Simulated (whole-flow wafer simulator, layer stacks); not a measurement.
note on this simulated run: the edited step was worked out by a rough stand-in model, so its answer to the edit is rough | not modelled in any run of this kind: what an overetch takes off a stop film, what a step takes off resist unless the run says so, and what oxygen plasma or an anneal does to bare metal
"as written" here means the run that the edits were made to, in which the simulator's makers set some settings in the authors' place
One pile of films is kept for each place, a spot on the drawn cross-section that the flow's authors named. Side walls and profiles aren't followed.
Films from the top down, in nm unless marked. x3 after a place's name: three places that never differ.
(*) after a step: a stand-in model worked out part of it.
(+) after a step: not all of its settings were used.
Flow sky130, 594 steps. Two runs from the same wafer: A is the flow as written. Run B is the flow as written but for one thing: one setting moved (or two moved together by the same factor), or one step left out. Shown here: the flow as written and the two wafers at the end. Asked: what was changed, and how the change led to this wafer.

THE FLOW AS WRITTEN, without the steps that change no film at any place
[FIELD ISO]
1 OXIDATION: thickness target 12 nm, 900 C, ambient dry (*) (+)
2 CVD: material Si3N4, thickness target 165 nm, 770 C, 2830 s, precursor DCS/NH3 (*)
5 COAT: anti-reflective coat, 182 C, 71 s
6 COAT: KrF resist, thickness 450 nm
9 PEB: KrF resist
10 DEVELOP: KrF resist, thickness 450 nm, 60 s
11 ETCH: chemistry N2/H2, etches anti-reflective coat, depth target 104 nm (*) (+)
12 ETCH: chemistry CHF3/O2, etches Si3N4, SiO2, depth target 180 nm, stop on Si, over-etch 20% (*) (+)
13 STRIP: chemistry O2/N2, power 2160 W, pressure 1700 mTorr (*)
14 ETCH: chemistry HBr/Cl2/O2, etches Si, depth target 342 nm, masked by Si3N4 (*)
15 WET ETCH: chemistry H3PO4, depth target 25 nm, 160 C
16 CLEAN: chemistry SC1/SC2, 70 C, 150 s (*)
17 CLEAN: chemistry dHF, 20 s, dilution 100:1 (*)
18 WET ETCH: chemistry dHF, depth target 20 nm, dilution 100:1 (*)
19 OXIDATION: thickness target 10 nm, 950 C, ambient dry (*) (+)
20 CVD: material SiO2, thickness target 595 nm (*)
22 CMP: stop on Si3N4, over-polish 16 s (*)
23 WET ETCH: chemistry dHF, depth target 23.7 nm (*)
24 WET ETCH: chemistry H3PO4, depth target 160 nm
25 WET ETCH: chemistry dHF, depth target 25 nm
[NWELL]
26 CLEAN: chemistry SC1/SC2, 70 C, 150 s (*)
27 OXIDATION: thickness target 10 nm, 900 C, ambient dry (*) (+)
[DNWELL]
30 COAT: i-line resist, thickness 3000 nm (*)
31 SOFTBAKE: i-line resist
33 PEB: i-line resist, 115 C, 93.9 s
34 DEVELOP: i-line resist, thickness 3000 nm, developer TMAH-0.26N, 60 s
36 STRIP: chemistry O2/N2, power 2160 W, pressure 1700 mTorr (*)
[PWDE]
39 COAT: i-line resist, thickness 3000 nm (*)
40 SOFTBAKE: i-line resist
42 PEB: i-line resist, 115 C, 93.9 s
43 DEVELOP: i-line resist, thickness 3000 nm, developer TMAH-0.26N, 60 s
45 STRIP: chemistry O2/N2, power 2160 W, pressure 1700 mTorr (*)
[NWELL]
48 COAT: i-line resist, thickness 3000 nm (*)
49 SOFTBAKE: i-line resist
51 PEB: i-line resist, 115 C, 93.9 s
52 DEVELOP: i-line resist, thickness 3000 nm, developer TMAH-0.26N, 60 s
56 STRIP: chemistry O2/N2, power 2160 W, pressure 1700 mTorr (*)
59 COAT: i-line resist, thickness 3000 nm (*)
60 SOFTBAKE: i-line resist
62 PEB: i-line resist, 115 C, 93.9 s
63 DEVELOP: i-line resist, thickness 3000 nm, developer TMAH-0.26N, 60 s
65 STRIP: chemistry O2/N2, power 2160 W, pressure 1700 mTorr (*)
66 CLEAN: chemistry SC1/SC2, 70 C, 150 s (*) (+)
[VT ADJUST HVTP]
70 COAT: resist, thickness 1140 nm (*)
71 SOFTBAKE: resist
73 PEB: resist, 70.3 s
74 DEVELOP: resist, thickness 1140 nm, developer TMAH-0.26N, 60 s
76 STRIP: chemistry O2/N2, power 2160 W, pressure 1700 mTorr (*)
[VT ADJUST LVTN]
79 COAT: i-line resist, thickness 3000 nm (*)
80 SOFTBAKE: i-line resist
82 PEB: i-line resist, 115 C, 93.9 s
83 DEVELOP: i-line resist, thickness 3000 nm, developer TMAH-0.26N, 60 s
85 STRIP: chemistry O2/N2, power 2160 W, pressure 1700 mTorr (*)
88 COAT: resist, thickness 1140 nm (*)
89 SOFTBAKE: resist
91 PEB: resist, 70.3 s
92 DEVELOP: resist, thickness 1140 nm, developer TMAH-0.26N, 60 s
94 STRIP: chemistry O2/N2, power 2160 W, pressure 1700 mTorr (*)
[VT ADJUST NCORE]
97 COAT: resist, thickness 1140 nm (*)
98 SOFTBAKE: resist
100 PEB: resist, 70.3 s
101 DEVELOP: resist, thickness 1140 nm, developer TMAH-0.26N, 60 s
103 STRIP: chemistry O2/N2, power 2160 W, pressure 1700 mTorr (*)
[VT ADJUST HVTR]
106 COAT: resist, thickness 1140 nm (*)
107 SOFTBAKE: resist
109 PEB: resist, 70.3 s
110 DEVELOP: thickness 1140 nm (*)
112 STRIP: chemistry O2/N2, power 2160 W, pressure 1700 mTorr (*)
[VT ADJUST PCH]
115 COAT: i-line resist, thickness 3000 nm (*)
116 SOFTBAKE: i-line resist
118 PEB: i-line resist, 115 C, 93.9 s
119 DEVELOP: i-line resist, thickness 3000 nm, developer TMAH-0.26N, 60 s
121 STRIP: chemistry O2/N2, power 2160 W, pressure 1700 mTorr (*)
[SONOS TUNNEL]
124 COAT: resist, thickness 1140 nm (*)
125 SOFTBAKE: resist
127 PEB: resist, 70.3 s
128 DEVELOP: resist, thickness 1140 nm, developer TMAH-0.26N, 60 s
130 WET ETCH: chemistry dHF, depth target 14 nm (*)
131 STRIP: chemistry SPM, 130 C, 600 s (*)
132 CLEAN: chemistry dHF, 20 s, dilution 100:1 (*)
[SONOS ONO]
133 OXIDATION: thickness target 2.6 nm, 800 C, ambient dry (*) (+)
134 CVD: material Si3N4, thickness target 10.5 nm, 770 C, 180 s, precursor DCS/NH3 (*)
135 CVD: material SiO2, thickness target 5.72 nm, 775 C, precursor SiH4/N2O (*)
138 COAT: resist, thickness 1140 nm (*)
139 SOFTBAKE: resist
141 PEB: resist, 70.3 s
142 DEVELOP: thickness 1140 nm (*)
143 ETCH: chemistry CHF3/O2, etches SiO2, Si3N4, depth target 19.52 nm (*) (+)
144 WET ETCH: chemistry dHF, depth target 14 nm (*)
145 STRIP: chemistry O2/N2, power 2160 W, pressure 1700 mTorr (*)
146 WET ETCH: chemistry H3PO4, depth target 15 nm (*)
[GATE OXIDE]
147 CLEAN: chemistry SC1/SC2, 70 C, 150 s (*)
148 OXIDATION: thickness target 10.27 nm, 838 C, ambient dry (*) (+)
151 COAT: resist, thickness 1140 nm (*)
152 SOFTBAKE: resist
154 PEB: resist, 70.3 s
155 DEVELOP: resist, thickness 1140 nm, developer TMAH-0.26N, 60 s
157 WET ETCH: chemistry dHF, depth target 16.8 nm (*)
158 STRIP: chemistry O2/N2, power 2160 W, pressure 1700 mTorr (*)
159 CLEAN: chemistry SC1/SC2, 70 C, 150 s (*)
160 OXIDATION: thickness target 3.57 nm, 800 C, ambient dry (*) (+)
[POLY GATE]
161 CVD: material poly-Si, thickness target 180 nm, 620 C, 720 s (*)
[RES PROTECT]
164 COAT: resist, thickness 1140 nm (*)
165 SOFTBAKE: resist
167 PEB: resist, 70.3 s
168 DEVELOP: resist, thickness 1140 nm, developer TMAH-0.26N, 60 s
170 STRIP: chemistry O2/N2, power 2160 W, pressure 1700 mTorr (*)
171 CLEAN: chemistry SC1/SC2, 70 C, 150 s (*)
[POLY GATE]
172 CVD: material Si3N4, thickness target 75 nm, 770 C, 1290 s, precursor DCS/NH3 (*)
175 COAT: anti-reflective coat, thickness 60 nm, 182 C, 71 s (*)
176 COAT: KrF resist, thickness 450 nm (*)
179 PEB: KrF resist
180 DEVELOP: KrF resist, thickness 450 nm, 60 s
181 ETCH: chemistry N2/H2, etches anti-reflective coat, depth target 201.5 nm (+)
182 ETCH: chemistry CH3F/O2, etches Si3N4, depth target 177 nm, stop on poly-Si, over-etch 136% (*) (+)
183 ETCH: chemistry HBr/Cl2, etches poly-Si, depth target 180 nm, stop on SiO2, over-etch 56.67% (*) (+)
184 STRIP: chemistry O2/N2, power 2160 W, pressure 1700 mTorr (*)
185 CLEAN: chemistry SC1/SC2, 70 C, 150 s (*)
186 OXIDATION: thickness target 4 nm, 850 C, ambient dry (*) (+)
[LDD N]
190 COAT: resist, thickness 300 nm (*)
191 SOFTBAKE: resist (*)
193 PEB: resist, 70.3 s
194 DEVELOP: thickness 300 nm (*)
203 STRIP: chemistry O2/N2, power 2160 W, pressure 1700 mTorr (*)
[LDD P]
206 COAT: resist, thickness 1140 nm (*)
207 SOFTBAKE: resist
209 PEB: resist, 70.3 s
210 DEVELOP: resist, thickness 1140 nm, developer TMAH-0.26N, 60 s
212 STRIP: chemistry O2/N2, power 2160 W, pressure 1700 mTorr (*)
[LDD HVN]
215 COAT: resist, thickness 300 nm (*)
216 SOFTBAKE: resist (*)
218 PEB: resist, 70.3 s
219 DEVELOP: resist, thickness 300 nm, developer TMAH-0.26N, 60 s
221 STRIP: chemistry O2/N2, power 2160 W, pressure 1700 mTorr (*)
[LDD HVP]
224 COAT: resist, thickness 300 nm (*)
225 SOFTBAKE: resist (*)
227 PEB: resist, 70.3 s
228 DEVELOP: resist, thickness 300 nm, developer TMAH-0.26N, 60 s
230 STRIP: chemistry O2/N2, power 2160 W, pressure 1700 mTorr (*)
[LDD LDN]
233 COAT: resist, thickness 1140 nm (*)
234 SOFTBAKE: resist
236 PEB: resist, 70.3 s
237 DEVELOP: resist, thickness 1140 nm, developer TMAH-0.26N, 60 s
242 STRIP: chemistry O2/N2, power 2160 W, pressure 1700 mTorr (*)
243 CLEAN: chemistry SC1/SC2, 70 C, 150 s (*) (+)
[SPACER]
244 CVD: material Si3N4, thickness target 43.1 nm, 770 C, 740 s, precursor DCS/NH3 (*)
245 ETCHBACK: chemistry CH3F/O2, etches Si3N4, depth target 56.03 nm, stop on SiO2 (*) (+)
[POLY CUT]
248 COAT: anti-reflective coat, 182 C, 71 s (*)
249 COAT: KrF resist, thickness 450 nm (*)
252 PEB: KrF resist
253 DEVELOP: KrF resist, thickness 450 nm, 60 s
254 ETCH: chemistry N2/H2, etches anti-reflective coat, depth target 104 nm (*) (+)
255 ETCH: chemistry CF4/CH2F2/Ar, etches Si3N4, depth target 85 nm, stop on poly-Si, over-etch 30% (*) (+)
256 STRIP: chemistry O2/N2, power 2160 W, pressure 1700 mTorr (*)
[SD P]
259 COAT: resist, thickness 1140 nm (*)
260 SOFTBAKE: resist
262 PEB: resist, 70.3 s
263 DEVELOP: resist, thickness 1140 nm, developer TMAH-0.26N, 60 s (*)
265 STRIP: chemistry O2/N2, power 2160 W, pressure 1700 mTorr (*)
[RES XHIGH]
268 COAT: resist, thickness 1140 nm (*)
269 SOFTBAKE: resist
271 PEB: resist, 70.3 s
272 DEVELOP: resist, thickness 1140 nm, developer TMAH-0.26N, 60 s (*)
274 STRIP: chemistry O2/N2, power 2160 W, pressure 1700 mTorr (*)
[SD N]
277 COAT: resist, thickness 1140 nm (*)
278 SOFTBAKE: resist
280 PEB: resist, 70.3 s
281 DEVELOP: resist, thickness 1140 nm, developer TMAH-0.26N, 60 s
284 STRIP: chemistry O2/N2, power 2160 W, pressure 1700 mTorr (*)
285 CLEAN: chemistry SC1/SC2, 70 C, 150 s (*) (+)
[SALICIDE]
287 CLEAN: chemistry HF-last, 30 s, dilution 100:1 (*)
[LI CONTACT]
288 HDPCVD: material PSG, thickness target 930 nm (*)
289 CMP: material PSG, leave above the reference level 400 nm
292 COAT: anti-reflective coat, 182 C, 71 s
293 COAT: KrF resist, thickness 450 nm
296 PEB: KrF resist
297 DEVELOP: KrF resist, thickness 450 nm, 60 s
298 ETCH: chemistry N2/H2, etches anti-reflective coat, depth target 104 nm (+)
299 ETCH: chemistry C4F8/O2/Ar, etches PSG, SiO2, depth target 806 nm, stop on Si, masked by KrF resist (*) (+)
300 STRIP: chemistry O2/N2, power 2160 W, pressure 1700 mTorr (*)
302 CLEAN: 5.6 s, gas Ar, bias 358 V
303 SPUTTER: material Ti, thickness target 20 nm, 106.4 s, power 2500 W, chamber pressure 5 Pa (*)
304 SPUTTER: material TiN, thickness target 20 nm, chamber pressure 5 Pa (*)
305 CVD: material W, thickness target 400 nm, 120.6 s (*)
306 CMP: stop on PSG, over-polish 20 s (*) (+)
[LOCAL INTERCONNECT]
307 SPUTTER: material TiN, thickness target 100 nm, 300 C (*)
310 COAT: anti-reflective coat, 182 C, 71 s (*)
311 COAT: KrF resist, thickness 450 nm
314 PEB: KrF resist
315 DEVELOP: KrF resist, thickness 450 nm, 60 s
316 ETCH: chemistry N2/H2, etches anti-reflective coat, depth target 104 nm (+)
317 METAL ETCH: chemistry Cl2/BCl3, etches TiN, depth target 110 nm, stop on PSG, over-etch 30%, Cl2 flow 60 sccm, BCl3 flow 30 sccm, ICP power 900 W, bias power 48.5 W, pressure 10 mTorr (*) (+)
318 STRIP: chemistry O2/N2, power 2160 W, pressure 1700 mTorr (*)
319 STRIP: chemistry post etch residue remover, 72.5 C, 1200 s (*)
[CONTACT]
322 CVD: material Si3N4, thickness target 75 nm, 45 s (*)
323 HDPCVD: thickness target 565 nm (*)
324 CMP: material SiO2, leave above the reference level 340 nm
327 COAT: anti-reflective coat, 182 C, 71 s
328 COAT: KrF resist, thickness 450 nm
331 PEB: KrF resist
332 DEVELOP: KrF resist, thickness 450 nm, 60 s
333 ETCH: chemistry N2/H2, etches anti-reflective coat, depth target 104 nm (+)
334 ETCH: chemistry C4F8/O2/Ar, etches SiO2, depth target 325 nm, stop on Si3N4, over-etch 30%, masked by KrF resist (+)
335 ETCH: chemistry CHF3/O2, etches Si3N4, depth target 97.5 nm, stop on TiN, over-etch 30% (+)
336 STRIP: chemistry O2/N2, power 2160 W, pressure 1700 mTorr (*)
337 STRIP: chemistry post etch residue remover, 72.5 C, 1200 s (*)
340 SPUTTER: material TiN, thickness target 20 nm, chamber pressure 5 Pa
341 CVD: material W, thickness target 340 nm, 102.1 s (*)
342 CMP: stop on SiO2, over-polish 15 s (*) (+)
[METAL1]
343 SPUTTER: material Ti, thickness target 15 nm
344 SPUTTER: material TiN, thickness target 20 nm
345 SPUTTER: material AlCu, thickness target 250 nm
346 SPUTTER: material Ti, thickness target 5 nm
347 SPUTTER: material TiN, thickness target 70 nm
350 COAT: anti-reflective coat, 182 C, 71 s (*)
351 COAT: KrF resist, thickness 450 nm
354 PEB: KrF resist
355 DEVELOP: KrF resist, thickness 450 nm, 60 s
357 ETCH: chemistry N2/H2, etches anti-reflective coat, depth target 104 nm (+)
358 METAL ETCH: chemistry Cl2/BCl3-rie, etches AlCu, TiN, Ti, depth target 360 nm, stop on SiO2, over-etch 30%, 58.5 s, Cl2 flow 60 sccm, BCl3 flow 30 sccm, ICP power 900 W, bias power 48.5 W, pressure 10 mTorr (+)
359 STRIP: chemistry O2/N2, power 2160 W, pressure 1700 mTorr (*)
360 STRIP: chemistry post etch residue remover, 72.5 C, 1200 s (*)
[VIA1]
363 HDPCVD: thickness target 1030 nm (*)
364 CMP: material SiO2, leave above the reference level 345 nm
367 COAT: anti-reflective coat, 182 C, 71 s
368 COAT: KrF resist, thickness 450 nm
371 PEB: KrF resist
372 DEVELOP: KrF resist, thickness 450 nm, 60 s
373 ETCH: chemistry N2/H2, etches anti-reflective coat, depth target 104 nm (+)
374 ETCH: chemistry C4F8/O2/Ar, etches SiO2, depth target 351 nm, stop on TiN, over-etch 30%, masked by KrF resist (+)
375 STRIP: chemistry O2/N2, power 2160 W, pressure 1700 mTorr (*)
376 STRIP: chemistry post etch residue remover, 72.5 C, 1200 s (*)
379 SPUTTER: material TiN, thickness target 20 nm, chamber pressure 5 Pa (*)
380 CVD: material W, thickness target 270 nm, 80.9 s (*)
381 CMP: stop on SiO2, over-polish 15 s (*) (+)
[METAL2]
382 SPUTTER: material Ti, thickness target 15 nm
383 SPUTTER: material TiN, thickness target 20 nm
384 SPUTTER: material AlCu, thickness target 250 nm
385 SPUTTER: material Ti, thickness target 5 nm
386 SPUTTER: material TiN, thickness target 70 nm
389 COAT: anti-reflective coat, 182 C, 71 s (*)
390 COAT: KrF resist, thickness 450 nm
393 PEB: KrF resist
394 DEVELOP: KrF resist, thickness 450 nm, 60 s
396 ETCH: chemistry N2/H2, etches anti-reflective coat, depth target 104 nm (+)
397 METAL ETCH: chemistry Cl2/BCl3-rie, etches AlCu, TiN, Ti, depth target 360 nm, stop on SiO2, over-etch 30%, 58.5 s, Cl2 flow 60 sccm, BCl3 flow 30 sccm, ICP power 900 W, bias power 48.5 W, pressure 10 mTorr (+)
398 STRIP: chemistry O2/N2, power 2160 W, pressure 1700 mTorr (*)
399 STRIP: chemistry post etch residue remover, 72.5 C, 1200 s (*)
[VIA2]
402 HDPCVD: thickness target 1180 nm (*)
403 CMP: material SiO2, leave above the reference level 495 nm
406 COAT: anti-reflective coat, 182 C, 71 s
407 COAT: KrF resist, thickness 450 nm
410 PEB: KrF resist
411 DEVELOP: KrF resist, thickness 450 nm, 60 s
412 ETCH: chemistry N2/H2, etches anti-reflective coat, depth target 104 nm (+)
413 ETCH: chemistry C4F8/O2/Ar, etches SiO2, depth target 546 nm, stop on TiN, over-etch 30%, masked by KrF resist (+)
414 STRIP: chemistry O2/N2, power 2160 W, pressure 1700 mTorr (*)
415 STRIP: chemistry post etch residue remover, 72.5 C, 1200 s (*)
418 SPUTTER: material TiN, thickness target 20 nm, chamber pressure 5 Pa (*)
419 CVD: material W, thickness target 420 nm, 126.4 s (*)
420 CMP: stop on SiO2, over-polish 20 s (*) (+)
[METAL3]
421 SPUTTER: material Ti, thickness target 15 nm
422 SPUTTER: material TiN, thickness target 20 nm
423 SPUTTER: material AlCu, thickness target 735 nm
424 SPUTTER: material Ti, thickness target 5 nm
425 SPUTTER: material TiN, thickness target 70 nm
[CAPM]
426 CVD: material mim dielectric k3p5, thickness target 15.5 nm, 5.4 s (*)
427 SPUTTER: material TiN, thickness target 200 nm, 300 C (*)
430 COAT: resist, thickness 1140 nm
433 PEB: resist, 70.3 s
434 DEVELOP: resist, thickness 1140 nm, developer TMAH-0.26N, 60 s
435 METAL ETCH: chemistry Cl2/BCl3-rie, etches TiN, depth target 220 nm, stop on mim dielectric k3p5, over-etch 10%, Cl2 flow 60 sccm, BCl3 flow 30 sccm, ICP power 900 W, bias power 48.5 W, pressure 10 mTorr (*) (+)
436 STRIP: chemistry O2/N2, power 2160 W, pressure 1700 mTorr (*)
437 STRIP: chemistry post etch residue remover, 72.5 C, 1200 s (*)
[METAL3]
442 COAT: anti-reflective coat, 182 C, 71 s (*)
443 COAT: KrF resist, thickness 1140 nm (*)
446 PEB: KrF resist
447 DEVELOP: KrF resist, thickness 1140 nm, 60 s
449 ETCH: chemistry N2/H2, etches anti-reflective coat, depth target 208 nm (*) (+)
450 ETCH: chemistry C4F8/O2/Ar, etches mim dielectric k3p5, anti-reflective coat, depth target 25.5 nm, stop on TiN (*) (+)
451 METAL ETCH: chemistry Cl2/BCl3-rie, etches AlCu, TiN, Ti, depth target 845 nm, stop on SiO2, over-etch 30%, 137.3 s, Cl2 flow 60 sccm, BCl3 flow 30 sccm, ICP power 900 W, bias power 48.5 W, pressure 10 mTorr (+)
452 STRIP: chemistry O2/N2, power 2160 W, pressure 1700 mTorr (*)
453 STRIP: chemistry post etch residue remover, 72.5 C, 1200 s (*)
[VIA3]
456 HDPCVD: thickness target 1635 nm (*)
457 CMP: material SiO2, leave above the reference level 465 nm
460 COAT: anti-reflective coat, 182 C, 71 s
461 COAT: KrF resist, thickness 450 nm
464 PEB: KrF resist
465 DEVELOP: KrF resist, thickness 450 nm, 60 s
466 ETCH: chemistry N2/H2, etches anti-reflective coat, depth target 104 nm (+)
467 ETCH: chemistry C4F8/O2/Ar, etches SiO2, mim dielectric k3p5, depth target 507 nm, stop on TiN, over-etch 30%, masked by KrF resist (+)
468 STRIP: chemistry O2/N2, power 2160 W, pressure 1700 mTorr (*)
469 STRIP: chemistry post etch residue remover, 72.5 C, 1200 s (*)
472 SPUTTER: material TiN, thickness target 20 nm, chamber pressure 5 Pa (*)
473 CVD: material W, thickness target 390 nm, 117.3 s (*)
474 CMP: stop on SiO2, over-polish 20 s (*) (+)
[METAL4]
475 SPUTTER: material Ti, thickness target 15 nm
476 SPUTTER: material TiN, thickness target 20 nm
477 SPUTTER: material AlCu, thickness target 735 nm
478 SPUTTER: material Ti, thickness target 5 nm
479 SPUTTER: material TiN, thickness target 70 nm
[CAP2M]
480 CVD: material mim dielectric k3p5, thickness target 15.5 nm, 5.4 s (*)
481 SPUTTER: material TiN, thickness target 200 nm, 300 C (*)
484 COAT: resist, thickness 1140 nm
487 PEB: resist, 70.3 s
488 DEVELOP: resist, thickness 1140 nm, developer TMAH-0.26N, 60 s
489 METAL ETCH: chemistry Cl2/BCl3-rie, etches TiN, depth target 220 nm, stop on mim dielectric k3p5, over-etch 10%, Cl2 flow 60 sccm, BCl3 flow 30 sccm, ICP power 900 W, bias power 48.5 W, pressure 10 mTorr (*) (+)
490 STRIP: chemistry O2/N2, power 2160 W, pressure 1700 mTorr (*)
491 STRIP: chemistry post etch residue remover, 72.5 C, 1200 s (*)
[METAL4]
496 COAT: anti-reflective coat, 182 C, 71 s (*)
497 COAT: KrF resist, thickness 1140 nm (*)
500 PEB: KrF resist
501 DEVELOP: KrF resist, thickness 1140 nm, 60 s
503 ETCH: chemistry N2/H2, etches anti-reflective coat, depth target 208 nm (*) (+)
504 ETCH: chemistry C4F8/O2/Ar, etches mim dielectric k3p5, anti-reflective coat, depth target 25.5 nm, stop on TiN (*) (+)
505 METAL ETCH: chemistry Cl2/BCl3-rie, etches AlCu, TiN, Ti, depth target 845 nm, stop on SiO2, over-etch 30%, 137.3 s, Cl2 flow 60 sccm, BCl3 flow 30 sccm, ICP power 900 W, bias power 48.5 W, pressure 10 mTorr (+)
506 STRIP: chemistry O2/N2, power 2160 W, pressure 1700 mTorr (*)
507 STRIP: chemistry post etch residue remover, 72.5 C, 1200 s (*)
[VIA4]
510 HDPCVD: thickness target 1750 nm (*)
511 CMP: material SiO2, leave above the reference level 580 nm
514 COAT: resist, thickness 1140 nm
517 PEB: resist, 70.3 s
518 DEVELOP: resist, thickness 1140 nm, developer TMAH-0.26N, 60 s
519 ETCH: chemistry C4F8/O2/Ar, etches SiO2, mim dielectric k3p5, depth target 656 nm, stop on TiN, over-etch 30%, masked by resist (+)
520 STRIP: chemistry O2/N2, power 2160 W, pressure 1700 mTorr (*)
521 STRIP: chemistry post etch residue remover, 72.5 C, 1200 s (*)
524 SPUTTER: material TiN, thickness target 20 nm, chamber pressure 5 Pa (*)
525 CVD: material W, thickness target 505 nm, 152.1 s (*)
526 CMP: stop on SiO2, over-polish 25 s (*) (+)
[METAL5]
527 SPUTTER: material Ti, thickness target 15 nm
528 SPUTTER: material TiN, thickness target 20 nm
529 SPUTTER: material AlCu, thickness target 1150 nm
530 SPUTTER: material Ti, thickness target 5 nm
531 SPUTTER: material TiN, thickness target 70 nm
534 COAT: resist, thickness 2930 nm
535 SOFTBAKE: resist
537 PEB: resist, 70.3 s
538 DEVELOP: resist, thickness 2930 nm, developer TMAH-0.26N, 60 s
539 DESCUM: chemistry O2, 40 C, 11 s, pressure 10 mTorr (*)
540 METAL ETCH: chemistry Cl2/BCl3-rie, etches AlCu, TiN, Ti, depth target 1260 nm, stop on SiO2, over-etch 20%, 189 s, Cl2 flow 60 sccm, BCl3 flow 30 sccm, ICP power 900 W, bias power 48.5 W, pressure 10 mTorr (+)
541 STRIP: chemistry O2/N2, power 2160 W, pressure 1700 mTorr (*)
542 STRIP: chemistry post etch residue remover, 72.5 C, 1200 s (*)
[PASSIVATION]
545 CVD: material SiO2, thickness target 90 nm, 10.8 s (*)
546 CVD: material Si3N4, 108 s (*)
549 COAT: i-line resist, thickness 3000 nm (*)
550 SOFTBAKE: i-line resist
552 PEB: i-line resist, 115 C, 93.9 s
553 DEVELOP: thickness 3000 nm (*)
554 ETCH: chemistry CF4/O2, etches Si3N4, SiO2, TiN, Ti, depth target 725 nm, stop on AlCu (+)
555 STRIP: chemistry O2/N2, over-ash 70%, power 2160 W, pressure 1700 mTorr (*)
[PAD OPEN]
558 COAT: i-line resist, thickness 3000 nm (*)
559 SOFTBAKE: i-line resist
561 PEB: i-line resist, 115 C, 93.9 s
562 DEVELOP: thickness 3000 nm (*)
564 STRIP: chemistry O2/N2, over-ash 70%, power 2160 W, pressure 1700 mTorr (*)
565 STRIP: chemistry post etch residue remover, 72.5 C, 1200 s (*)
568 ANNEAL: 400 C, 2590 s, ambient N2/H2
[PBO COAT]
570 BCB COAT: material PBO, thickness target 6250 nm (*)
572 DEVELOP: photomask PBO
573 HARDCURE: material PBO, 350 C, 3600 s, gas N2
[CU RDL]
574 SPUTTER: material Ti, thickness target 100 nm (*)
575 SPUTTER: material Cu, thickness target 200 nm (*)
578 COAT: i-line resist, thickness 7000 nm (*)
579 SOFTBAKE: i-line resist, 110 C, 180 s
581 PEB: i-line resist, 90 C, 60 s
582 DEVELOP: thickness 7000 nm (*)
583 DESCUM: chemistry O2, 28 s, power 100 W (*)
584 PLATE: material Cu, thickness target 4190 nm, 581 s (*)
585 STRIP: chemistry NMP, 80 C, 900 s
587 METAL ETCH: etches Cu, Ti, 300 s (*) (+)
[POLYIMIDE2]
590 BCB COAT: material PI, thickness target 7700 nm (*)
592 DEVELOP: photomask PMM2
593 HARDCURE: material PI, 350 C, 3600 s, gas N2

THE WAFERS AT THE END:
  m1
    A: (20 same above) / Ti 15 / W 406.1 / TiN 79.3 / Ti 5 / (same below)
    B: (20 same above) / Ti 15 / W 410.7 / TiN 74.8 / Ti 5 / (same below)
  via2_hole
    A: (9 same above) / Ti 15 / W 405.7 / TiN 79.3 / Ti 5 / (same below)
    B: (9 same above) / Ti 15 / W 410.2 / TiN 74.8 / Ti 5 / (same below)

The cause: step 418, SPUTTER: thickness target 11 nm was run, where the flow has thickness target 20 nm.

How the change led to this, step by step:
  418 SPUTTER: material TiN, thickness target 20 nm, chamber pressure 5 Pa (*)
      field, active, n_well and 186 more: A TiN +20 (new film) | B TiN +11 (new film)
      m1, via2_hole: A TiN +10.2 | B TiN +5.61
  420 CMP: stop on SiO2, over-polish 20 s (*) (+)
      field, active, n_well and 186 more: A W -420 (all of it), TiN -20 (all of it), SiO2 -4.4 | B W -420 (all of it), TiN -11 (all of it), SiO2 -4.4
      m1, via2_hole: A W -445 | B W -436
